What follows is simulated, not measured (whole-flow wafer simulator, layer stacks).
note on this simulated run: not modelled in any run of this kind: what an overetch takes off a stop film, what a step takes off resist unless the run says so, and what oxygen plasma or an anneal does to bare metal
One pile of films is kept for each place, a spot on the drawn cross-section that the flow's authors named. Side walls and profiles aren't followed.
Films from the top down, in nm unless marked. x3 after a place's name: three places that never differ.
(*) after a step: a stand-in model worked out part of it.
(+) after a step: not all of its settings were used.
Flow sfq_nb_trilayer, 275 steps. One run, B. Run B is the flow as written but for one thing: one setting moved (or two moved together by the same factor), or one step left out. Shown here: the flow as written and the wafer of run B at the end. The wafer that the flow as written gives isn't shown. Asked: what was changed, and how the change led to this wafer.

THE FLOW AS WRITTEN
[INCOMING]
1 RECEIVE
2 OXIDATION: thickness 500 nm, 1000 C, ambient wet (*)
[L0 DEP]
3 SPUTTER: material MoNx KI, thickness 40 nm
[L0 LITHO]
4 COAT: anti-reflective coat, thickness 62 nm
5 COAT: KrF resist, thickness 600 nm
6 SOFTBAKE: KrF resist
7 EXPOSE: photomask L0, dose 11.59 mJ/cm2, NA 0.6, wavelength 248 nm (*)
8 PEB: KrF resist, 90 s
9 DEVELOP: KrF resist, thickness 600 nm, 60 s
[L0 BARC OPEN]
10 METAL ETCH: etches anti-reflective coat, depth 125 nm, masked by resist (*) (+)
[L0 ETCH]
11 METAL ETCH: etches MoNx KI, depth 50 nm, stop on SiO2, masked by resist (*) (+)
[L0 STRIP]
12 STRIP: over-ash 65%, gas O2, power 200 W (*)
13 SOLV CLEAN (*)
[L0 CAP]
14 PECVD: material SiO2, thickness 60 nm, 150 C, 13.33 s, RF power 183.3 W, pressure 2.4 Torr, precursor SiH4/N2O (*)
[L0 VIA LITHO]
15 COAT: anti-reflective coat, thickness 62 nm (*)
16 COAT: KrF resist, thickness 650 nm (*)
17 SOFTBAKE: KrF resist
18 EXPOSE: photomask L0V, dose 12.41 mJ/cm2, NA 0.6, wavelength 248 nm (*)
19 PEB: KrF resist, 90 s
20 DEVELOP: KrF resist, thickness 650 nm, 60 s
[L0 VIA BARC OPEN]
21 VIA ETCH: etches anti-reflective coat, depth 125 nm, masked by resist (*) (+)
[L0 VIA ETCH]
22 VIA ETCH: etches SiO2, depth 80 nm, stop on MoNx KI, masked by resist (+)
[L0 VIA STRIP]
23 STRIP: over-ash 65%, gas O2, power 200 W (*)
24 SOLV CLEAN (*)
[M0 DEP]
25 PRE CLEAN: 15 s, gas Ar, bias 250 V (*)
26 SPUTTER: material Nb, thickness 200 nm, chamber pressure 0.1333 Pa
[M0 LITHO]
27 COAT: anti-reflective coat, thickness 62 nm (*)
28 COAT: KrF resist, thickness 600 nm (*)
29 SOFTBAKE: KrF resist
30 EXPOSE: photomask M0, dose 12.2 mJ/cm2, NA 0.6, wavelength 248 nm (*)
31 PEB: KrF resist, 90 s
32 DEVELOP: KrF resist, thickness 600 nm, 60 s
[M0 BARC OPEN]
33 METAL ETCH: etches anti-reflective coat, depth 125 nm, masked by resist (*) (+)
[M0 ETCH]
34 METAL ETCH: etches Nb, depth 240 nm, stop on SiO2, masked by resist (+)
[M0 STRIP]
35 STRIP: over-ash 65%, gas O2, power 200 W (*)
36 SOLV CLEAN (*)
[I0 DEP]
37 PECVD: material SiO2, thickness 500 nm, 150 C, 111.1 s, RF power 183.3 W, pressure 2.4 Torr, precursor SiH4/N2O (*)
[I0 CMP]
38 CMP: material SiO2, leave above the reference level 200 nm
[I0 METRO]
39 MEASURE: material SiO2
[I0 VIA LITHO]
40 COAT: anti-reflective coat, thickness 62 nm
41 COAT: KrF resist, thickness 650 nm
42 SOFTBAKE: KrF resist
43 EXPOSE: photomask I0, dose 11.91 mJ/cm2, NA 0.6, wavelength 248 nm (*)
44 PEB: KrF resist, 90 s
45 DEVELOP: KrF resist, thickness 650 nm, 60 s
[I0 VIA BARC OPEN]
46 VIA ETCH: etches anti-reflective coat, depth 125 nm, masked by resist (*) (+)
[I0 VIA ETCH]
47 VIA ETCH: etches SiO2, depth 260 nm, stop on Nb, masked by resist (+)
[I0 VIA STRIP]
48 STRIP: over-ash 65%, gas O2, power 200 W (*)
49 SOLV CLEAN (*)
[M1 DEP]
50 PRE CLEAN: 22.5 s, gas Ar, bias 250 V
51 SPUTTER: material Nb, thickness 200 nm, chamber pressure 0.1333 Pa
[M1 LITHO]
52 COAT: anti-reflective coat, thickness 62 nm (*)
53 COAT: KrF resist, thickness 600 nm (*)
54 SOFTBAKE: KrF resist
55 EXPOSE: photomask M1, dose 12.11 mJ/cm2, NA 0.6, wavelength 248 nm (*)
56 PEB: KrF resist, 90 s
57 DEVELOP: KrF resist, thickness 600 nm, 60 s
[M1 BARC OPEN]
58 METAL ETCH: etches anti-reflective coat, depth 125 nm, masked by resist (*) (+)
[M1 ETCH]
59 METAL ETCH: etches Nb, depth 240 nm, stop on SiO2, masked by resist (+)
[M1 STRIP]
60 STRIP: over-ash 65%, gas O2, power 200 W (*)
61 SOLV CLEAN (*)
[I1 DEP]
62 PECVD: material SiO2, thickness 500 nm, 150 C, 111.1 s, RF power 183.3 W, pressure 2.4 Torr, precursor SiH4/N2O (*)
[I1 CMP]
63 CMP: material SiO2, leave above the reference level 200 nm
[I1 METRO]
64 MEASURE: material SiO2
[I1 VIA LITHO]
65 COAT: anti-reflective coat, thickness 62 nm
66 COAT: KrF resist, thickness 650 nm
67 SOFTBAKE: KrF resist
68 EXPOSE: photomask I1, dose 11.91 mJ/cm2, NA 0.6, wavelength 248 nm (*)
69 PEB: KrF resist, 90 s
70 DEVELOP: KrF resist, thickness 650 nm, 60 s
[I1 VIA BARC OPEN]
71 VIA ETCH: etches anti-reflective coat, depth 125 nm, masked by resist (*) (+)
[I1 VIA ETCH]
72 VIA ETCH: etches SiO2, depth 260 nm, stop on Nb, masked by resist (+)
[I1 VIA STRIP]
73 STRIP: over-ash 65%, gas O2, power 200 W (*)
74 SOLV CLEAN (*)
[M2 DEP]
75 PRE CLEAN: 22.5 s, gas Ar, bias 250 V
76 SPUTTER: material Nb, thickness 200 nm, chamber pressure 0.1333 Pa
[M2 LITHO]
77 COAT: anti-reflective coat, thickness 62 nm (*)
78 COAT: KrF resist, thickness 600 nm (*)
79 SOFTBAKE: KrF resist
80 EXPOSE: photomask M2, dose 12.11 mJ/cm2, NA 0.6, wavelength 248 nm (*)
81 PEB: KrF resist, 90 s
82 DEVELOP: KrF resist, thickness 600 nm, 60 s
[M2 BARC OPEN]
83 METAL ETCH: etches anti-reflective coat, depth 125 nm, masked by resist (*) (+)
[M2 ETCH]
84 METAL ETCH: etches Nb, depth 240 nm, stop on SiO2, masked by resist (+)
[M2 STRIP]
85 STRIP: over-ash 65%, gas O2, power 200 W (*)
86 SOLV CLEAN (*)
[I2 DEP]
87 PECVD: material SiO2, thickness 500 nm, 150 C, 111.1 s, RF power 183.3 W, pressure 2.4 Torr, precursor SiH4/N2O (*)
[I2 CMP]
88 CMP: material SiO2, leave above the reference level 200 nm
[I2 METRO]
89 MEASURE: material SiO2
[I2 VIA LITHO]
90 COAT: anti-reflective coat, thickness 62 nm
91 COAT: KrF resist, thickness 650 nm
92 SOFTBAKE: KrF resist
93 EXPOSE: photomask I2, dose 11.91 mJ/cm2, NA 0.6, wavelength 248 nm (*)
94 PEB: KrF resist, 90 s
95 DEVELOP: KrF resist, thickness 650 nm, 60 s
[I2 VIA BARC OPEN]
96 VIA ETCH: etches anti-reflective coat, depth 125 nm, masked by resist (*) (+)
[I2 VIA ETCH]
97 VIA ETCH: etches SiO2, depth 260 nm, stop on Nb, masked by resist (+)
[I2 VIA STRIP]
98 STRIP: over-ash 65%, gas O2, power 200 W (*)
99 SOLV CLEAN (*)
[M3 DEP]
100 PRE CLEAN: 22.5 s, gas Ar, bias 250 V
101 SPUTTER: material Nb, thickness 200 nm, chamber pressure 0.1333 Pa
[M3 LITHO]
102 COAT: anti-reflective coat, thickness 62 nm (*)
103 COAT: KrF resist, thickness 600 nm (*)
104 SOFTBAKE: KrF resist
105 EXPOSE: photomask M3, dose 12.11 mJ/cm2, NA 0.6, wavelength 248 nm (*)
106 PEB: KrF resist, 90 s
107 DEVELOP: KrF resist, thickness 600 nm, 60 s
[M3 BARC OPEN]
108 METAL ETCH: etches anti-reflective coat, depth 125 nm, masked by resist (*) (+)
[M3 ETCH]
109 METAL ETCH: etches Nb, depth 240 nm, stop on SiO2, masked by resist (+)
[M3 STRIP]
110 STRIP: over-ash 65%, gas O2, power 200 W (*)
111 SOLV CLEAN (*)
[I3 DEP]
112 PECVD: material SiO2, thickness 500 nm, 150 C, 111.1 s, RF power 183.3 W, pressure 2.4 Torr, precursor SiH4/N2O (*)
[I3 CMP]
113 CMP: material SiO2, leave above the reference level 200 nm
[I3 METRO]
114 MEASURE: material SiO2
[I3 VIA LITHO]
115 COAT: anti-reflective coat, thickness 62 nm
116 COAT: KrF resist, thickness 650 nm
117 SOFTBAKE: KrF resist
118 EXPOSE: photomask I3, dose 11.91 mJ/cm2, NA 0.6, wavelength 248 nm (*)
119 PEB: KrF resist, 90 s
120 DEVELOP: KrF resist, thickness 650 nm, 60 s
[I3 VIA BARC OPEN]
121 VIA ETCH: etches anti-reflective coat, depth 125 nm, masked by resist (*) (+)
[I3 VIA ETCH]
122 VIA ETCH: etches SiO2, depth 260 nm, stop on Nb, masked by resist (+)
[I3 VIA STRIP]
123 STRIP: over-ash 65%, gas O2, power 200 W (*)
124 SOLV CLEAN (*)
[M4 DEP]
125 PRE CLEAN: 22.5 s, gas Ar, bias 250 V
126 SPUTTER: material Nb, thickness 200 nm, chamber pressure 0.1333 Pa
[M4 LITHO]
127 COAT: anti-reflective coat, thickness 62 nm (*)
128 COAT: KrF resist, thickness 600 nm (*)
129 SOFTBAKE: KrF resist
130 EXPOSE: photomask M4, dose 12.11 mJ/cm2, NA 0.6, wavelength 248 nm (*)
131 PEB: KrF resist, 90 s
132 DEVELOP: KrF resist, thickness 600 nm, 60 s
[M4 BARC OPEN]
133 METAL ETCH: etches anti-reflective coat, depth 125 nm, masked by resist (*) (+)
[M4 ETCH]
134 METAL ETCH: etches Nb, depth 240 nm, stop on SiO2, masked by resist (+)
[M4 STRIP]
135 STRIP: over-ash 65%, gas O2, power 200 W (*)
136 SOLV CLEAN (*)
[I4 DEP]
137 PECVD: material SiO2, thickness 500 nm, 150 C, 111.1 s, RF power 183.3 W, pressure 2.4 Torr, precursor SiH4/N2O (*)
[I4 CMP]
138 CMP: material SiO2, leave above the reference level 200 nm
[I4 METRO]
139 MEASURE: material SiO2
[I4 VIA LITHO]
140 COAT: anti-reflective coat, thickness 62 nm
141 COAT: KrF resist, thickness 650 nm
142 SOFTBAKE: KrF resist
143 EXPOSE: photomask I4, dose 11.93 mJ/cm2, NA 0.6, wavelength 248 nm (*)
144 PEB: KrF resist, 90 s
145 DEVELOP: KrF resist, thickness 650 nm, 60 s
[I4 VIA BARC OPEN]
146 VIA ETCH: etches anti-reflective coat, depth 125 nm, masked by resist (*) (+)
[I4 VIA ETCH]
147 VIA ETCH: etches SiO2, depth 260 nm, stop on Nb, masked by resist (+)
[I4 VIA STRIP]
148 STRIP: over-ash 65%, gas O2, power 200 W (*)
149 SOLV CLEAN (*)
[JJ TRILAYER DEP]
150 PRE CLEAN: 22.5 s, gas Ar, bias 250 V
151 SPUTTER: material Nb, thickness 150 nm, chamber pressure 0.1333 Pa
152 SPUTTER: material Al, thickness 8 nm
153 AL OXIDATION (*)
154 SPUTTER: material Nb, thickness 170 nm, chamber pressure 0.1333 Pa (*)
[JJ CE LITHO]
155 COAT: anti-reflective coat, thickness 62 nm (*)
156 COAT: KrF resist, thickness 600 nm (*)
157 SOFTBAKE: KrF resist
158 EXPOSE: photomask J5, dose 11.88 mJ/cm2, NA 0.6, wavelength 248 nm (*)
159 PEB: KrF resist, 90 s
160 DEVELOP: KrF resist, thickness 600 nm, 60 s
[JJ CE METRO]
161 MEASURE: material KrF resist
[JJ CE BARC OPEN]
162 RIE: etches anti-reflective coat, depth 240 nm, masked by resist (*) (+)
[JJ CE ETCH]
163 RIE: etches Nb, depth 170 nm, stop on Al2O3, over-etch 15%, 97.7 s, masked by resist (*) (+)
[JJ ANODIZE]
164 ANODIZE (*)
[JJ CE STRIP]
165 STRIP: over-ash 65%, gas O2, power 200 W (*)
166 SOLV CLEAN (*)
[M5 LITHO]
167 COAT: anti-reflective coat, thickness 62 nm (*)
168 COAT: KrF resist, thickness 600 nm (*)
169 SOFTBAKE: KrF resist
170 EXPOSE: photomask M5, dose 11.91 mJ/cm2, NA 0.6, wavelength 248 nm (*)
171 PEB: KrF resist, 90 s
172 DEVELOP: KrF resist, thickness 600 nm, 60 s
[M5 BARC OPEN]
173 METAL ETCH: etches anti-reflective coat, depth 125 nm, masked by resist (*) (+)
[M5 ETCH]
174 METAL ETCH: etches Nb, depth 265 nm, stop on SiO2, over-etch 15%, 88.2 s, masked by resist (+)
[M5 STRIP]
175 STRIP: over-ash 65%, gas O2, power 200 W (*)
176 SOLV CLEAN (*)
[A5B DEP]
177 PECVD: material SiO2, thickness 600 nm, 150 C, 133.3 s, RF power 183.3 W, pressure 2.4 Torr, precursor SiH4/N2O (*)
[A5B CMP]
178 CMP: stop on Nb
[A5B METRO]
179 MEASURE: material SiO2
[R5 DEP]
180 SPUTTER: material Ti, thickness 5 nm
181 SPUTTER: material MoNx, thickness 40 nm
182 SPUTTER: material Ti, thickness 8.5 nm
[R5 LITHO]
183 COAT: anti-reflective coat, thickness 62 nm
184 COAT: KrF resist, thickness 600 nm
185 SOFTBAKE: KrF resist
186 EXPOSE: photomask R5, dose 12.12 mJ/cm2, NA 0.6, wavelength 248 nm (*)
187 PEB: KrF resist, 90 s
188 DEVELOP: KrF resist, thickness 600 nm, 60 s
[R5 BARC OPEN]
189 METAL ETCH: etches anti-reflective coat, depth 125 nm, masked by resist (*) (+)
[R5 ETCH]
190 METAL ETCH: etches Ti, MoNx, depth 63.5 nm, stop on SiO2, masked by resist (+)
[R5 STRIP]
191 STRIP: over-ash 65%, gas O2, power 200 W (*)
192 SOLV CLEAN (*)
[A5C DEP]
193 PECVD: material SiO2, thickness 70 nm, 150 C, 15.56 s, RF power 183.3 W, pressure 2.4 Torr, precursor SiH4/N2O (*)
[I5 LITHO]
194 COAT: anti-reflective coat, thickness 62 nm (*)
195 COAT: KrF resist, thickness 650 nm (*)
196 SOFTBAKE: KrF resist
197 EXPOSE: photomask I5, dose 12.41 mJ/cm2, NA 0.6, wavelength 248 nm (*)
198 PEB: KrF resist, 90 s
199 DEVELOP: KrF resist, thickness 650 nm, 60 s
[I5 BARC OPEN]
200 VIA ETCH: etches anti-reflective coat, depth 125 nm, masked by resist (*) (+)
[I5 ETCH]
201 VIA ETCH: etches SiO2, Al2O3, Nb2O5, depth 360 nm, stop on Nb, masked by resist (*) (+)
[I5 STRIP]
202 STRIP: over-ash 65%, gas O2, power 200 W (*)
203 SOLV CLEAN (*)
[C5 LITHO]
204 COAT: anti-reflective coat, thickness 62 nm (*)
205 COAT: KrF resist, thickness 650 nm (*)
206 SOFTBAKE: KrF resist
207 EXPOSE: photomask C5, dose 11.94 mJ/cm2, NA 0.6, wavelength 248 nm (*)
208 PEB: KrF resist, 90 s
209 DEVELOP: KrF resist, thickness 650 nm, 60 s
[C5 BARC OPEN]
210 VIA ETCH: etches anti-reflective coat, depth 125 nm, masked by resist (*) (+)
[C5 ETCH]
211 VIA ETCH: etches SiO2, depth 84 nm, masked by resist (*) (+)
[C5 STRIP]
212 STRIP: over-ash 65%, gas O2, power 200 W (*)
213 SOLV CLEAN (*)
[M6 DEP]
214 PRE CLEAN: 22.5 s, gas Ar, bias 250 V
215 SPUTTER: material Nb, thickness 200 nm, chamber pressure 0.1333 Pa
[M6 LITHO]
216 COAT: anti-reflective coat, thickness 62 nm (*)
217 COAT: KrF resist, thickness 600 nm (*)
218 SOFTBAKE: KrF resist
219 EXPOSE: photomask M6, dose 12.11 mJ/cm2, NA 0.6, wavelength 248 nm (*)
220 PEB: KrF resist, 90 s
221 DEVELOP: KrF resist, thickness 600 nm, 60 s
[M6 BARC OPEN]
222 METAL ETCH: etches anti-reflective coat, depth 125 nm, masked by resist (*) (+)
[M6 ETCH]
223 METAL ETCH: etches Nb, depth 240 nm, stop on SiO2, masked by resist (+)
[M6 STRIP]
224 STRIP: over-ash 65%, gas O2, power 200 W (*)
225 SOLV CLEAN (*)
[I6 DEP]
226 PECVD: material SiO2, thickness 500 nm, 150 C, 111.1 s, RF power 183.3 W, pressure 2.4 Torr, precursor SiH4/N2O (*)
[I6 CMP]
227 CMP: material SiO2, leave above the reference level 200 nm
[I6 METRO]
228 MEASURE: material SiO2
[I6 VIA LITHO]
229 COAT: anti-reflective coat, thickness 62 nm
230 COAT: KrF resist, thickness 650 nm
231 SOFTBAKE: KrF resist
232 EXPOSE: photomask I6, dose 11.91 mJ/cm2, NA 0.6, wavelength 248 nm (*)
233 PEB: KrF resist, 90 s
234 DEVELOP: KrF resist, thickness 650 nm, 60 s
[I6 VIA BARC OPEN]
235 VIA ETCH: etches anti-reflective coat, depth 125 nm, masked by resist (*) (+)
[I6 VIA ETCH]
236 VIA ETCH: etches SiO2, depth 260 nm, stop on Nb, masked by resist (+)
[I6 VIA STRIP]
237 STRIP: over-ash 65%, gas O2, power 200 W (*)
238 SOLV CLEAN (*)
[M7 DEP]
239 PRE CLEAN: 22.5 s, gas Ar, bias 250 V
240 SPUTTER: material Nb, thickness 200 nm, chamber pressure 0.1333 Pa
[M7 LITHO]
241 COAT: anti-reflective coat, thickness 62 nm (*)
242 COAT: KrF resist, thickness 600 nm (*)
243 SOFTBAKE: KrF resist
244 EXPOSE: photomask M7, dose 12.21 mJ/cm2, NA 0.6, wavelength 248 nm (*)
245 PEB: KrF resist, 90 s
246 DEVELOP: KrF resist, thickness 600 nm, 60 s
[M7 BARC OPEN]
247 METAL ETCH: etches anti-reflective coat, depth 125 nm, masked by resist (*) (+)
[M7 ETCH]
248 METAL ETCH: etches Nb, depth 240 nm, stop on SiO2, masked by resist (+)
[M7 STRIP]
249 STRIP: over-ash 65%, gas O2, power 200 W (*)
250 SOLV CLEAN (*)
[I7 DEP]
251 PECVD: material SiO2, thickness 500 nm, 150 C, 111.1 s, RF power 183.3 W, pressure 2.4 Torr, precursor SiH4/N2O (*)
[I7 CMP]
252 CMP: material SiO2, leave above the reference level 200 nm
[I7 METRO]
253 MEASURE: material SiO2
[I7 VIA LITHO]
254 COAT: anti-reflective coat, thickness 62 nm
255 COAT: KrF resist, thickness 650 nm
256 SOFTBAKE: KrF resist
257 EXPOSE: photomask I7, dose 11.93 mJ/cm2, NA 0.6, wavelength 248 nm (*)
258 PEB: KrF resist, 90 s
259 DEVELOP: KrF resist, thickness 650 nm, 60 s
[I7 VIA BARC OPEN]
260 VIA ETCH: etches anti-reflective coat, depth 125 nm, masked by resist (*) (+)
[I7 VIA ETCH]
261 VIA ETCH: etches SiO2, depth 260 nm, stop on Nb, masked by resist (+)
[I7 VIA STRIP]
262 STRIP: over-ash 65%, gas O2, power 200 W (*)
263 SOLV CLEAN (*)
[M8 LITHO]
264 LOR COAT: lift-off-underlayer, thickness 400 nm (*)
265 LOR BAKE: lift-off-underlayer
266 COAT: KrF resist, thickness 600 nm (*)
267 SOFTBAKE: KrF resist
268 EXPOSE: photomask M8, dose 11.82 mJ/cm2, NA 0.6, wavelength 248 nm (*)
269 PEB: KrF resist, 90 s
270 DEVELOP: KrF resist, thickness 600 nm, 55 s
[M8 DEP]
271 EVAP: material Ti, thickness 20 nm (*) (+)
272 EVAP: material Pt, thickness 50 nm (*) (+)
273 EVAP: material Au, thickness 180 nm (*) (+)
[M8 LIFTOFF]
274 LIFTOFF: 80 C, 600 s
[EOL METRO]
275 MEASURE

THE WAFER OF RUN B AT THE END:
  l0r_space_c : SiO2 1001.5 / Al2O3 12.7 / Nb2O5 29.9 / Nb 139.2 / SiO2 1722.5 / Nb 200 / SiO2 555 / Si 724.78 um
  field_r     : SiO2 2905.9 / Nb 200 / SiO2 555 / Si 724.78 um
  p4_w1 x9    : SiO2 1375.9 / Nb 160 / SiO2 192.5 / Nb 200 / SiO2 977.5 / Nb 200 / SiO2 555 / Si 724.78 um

The cause: step 126, SPUTTER: thickness 160 nm was run, where the flow has thickness 200 nm.
It can be read off the wafer: p4_w1 x9 has Nb 160, and step 126 as written asks for 200 nm.

How the change led to this, step by step:
  126 SPUTTER: material Nb, thickness 200 nm, chamber pressure 0.1333 Pa
      field_l, v_sur, via_wl and 102 more: Nb +160 (new film) (as written it would be: Nb +200 (new film))
      via_v: Nb +132.2 (as written it would be: Nb +165.5)
  134 METAL ETCH: etches Nb, depth 240 nm, stop on SiO2, masked by resist (+)
      field_l, be, be_sur and 64 more: Nb -160 (all of it) (as written it would be: Nb -200 (all of it))
  137 PECVD: material SiO2, thickness 500 nm, 150 C, 111.1 s, RF power 183.3 W, pressure 2.4 Torr, precursor SiH4/N2O (*)
      p3_s0 x6: SiO2 +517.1 (as written it would be: SiO2 +557.1)
  138 CMP: material SiO2, leave above the reference level 200 nm
      field_l, be, be_sur and 55 more: SiO2 -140 (as written it would be: SiO2 -100)
      lsp_r, l0_sur, l0v: SiO2 -133.5 (as written it would be: SiO2 -91.9)
      (and at 1 more place)
